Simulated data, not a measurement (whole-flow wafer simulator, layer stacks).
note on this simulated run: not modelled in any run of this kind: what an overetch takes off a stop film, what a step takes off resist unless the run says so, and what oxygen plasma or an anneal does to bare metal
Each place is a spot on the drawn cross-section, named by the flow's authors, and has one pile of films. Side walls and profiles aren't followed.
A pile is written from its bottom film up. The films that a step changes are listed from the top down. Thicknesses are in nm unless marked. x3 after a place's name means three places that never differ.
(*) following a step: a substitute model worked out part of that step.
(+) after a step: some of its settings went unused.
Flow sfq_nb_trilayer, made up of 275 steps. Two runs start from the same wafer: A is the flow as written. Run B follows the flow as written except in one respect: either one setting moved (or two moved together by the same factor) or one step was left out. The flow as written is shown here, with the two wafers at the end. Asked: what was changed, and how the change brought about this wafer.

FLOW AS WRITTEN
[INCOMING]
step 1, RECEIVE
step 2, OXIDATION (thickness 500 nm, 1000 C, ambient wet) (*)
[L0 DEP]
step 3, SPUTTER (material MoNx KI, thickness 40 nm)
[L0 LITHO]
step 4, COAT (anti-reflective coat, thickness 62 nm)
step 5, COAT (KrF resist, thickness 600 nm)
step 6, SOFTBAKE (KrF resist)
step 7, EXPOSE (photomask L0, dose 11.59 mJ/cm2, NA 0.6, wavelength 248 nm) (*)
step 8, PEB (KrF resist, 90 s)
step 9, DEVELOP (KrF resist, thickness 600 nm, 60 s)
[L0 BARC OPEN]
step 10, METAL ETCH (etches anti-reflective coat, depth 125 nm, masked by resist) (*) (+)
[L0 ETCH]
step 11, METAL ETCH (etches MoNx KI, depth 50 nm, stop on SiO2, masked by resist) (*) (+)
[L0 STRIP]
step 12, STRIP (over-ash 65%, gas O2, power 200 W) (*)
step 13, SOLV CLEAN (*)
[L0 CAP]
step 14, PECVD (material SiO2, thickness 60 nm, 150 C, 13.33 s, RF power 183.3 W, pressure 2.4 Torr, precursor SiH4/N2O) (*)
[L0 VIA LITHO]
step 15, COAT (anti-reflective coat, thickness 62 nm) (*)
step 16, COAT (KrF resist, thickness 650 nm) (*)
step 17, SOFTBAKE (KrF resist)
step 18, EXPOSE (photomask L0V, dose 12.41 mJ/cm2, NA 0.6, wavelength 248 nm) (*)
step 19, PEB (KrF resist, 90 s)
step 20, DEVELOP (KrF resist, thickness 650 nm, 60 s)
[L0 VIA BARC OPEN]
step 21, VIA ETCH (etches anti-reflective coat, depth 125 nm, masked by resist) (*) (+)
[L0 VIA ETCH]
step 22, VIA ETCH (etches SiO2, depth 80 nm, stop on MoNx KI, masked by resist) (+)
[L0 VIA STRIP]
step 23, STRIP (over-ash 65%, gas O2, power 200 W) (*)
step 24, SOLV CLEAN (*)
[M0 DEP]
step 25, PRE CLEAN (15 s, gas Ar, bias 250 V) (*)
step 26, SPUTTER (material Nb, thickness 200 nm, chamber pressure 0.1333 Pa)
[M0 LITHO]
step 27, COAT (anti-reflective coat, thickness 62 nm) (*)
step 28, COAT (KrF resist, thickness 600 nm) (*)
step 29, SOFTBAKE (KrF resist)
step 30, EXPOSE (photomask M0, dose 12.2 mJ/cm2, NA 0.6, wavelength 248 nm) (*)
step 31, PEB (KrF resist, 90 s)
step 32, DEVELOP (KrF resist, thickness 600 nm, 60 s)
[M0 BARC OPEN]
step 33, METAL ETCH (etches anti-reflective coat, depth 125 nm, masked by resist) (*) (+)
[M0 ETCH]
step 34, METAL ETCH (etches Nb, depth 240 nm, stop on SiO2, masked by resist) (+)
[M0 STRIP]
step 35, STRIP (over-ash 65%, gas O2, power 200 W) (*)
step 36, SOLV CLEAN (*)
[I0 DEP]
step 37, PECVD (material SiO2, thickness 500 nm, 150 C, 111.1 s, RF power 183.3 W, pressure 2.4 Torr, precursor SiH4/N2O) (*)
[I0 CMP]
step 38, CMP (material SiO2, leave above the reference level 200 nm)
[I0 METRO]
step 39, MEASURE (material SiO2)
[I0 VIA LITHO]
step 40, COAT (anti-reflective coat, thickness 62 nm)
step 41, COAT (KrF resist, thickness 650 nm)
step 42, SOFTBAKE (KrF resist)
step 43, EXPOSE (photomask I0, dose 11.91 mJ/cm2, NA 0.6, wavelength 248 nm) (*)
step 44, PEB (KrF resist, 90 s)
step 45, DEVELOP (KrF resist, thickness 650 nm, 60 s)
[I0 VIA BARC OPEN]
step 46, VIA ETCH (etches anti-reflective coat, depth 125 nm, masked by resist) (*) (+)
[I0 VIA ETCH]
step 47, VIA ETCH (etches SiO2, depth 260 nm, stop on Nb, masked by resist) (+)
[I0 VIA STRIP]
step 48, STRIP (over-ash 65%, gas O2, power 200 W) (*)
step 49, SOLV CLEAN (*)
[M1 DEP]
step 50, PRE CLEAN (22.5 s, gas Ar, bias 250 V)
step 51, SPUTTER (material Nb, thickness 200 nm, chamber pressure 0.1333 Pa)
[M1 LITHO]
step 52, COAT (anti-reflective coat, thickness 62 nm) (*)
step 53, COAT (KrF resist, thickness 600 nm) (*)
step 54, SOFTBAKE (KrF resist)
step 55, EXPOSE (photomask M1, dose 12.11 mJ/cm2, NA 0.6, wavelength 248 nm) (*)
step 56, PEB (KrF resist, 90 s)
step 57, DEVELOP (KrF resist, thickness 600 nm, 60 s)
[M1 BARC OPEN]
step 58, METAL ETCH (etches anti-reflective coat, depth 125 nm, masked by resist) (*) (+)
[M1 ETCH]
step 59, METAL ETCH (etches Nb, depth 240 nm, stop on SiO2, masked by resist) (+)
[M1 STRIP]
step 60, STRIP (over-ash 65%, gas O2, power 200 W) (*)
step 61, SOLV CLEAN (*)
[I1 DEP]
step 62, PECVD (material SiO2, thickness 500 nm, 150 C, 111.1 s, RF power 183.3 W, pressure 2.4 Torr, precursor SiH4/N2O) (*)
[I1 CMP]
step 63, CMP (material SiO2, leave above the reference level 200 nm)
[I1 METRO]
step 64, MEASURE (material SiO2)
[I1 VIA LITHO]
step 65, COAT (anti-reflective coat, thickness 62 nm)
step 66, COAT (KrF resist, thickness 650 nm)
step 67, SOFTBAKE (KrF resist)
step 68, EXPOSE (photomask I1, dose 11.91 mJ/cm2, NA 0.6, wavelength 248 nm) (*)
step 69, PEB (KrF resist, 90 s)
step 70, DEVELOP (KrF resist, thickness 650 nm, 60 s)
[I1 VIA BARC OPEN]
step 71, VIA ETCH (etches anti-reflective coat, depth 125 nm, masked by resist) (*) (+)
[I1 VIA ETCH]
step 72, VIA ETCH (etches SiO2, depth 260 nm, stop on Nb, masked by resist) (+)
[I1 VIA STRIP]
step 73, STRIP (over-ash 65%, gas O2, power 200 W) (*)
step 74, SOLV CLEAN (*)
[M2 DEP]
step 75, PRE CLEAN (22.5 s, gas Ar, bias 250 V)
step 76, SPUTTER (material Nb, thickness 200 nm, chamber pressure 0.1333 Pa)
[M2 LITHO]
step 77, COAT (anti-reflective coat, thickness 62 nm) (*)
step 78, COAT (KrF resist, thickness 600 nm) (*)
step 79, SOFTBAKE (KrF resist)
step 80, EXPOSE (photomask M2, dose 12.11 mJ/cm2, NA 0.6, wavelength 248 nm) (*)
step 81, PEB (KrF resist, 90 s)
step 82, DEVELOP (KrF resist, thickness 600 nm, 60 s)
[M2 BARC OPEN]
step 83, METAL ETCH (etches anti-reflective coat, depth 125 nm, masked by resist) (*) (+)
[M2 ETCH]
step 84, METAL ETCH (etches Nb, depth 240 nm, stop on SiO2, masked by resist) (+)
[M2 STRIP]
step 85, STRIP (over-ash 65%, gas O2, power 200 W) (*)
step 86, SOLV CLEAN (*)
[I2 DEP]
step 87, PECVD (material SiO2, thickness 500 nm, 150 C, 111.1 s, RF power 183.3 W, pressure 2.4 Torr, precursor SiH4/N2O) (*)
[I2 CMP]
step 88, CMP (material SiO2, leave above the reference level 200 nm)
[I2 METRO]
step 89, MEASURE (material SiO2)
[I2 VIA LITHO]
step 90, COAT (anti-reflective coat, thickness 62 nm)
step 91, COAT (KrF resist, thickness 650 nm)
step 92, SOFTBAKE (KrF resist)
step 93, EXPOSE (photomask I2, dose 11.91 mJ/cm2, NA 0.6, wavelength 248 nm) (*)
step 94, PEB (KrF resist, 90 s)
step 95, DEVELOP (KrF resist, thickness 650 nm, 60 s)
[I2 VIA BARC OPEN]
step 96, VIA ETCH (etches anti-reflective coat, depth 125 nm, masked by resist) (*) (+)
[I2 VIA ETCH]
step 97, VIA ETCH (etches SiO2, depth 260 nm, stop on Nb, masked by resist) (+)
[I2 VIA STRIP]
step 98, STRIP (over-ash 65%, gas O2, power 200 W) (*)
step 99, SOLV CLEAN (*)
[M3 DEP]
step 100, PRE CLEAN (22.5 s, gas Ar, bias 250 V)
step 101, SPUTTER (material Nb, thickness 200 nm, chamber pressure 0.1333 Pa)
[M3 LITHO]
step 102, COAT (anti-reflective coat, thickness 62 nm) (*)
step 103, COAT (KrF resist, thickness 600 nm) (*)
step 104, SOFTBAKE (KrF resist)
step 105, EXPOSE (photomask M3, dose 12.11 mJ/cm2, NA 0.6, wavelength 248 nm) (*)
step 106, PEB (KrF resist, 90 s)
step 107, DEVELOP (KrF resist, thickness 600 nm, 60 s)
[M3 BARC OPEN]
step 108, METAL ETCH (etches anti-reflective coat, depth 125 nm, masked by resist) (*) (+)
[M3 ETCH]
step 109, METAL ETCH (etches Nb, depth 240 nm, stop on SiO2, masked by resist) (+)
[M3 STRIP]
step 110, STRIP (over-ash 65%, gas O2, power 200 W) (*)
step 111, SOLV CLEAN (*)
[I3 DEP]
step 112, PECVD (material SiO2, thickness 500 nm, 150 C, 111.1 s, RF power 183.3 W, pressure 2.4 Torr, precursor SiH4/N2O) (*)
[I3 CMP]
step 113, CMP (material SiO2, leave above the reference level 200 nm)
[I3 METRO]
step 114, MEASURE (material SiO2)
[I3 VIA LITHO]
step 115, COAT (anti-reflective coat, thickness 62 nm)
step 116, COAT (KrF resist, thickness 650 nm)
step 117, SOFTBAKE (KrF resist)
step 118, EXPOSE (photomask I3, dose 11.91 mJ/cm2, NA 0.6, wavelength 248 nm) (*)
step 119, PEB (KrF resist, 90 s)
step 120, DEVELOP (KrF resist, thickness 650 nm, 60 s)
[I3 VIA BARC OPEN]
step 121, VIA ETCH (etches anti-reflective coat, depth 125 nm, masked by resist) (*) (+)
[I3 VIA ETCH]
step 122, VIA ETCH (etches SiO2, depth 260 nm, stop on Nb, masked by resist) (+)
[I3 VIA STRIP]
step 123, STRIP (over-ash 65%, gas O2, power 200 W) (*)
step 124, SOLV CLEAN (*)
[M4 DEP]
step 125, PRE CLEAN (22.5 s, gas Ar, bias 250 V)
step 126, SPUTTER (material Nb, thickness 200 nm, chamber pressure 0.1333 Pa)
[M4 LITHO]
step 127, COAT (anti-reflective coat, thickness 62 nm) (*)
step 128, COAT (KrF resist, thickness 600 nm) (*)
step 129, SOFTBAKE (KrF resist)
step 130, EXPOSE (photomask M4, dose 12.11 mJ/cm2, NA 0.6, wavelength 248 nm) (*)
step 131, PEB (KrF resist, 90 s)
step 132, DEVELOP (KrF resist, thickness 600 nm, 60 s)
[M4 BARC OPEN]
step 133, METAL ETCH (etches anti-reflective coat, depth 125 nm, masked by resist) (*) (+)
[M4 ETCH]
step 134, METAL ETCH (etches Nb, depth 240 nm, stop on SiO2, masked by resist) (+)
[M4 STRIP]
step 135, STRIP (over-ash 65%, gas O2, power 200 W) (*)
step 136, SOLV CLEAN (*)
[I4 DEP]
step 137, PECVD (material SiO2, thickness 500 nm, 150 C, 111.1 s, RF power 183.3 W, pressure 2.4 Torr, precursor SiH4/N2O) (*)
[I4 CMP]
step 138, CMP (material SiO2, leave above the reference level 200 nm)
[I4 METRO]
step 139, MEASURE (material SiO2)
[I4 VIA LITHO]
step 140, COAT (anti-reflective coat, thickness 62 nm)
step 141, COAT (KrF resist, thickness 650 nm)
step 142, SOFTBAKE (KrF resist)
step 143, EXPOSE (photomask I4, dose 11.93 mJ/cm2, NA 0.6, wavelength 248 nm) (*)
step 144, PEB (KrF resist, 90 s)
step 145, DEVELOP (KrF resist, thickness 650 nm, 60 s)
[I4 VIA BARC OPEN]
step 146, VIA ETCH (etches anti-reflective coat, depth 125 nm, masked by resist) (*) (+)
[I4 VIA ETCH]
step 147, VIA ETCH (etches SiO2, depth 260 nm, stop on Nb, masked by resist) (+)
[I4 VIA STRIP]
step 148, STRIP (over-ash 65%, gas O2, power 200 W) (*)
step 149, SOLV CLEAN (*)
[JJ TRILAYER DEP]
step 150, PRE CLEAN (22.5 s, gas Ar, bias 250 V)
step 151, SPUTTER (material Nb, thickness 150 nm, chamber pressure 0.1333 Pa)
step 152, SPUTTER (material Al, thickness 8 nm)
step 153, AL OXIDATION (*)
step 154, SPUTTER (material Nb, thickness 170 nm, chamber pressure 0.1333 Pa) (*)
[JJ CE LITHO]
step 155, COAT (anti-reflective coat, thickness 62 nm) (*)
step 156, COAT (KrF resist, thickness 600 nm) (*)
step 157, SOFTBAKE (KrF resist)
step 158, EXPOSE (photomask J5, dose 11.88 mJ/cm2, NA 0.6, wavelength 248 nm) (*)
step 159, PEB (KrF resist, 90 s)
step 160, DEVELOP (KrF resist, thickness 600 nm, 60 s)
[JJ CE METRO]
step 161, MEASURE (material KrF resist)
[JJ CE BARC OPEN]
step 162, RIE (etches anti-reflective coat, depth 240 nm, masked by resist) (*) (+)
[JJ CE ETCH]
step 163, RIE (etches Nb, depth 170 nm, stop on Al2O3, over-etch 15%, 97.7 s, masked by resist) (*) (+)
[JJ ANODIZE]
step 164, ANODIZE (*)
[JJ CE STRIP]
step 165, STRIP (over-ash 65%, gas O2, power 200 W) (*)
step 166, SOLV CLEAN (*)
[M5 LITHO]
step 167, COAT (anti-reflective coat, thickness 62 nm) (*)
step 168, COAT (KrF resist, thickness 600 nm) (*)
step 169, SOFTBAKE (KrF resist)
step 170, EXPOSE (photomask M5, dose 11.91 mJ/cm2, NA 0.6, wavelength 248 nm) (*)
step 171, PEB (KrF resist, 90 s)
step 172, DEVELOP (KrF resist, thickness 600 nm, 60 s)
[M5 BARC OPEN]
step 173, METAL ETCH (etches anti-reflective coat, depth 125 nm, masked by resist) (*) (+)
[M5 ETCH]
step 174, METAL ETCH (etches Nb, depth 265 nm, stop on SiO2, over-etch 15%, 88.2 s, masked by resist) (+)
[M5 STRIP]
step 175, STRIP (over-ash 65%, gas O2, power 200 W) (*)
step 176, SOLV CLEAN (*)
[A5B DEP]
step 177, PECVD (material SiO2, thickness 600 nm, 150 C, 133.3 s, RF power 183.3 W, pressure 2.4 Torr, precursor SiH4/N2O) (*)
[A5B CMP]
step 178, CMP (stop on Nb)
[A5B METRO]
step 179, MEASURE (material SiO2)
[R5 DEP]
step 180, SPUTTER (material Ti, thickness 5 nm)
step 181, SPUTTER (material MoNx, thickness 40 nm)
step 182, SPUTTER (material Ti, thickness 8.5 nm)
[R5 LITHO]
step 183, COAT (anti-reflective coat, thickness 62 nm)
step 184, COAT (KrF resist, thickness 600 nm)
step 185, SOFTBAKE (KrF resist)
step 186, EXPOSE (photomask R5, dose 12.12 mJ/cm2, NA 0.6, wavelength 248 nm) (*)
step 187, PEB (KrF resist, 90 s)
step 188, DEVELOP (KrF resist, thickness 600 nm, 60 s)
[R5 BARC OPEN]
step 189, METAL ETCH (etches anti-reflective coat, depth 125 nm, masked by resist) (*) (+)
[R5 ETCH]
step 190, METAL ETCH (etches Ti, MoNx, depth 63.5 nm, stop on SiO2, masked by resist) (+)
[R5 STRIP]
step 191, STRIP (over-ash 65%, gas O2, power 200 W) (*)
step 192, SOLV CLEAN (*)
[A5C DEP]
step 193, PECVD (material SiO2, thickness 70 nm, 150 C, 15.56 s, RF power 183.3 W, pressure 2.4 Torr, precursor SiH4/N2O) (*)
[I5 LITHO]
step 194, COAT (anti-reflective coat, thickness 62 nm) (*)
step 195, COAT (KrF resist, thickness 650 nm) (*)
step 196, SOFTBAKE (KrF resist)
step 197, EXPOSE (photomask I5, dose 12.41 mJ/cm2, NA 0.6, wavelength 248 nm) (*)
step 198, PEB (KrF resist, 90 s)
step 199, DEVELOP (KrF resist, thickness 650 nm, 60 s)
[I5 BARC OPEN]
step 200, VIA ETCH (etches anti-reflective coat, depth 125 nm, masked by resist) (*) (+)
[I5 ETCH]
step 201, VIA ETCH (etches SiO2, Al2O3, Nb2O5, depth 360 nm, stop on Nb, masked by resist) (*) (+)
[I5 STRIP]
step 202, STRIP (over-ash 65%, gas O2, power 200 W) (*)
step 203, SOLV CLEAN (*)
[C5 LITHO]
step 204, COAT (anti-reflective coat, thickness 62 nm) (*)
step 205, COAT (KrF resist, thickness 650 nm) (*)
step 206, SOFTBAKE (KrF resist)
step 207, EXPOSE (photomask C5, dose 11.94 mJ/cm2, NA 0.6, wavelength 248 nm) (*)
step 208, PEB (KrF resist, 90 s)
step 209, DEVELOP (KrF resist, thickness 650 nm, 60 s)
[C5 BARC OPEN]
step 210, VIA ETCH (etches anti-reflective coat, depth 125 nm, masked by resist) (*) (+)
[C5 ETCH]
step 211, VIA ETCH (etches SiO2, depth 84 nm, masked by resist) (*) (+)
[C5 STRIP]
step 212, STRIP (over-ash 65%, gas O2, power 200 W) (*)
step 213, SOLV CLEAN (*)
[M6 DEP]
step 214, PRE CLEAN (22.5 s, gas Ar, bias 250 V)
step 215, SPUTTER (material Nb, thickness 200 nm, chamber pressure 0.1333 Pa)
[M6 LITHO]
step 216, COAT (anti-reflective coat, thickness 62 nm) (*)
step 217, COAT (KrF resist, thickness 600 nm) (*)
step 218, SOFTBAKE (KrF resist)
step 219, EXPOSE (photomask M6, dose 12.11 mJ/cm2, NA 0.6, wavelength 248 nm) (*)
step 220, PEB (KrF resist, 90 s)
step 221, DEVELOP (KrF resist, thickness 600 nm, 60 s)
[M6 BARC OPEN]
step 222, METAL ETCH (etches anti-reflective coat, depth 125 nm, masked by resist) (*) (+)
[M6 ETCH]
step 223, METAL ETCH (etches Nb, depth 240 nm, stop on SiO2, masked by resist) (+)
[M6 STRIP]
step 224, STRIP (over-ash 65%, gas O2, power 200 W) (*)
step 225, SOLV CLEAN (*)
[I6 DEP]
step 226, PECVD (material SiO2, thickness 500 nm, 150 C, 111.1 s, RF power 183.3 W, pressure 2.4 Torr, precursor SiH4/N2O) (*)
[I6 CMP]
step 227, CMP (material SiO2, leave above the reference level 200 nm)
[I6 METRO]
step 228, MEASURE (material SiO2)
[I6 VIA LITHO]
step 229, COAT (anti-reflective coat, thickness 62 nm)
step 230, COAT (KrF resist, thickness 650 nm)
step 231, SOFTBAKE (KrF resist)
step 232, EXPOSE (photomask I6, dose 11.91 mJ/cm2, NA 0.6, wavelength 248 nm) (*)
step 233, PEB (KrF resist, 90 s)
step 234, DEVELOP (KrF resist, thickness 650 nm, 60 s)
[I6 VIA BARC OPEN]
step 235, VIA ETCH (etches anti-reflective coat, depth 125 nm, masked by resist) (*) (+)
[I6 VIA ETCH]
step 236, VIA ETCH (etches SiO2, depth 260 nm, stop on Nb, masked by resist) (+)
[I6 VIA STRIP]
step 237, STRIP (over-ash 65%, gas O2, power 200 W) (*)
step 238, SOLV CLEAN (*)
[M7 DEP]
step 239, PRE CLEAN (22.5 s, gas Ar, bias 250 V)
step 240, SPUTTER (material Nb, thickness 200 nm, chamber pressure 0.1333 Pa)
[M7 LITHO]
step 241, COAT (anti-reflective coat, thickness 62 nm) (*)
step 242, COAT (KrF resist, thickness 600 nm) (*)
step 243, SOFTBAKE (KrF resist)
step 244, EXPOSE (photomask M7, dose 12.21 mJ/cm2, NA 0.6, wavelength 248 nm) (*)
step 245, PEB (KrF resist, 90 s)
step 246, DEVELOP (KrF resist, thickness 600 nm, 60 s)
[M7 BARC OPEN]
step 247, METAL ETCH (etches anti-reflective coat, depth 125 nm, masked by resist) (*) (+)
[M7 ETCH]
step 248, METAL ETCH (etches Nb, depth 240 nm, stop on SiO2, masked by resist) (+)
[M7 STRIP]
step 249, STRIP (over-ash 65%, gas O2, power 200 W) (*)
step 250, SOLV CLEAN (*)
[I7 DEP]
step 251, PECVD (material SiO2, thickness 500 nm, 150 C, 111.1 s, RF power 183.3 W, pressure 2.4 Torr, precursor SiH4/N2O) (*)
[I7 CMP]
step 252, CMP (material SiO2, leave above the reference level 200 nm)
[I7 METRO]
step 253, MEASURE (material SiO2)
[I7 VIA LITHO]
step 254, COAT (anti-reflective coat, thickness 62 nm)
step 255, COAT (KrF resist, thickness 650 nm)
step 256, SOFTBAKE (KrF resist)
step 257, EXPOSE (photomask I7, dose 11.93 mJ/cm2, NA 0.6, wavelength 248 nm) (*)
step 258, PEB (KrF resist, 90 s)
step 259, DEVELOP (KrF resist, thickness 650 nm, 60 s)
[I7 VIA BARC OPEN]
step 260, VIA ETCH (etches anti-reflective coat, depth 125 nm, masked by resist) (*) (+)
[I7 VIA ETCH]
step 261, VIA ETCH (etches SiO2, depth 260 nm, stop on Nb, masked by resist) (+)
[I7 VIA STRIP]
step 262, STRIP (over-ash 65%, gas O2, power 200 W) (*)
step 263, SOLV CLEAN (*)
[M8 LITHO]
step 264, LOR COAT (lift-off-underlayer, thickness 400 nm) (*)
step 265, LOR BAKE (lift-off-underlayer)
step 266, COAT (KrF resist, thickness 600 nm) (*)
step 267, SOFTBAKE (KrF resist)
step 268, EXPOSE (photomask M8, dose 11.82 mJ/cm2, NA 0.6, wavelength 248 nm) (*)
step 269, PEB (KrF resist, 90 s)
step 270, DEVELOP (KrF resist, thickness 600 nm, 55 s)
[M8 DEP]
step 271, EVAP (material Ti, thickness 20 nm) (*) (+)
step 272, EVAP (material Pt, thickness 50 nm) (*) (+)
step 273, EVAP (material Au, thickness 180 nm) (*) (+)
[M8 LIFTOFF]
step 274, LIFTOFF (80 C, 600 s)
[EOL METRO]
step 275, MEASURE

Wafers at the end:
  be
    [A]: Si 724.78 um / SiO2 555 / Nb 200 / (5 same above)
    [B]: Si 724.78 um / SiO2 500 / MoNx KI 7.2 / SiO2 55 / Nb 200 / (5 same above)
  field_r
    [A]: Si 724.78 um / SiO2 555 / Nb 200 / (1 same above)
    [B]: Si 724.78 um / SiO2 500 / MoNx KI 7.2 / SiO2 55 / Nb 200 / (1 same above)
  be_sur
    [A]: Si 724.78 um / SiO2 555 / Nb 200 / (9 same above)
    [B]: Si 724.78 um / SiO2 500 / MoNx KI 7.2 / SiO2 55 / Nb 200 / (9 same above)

What caused this: step 3, SPUTTER: thickness 57.2 nm was run, while the flow as written has thickness 40 nm.

The path from the change to this, step by step:
  step 3, SPUTTER (material MoNx KI, thickness 40 nm)
      field_l, v_sur, via_wl and 103 more: A +40 MoNx KI (new film) | B +57.2 MoNx KI (new film)
  step 11, METAL ETCH (etches MoNx KI, depth 50 nm, stop on SiO2, masked by resist) (*) (+)
      v_sur, via_wl, via_w and 97 more: A -40 MoNx KI (all of it) | B -50 MoNx KI
  step 14, PECVD (material SiO2, thickness 60 nm, 150 C, 13.33 s, RF power 183.3 W, pressure 2.4 Torr, precursor SiH4/N2O) (*)
      v_sur, via_wl, via_w and 97 more: A +60 SiO2 | B +60 SiO2 (new film)
  step 15, COAT (anti-reflective coat, thickness 62 nm) (*)
      field_l: A +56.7 anti-reflective coat (new film) | B +55.5 anti-reflective coat (new film)
      v_sur: A +72.2 anti-reflective coat (new film) | B +74.9 anti-reflective coat (new film)
      (also at 2 further places)
  step 23, STRIP (over-ash 65%, gas O2, power 200 W) (*)
      field_l: A -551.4 KrF resist (all of it), -56.7 anti-reflective coat (all of it) | B -549.3 KrF resist (all of it), -55.5 anti-reflective coat (all of it)
      v_sur: A -570.5 KrF resist (all of it), -72.2 anti-reflective coat (all of it) | B -573.1 KrF resist (all of it), -74.9 anti-reflective coat (all of it)
      (also at 2 further places)
  step 27, COAT (anti-reflective coat, thickness 62 nm) (*)
      v_sur: A +72.3 anti-reflective coat (new film) | B +75.1 anti-reflective coat (new film)
      l0_sur: A +47.5 anti-reflective coat (new film) | B +46.5 anti-reflective coat (new film)
      (also at 1 further place)
  step 35, STRIP (over-ash 65%, gas O2, power 200 W) (*)
      v_sur: A -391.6 KrF resist (all of it), -72.3 anti-reflective coat (all of it) | B -393.9 KrF resist (all of it), -75.1 anti-reflective coat (all of it)
      l0_sur: A -372 KrF resist (all of it), -47.5 anti-reflective coat (all of it) | B -369.2 KrF resist (all of it), -46.5 anti-reflective coat (all of it)
      (also at 1 further place)
  step 38, CMP (material SiO2, leave above the reference level 200 nm)
      field_l, l0_sur, l0r_line_l, l0r_line_c, l0r_line_r: A -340 SiO2 | B -350 SiO2
      l0v: A -277.8 SiO2 | B -287.8 SiO2
If metal films that touch count as one body, be has 4 bodies (between them, from the top down: SiO2 503.2; SiO2 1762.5; SiO2 55); the flow as written gives 3 bodies (between them, from the top down: SiO2 503.2; SiO2 1762.5).
If metal films that touch count as one body, field_r has 2 bodies (between them, from the top down: SiO2 55); the flow as written gives 1 body.
If metal films that touch count as one body, be_sur has 5 bodies (between them, from the top down: SiO2 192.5; SiO2 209 / Al2O3 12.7 / Nb2O5 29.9; SiO2 1762.5; SiO2 55); the flow as written gives 4 bodies (between them, from the top down: SiO2 192.5; SiO2 209 / Al2O3 12.7 / Nb2O5 29.9; SiO2 1762.5).
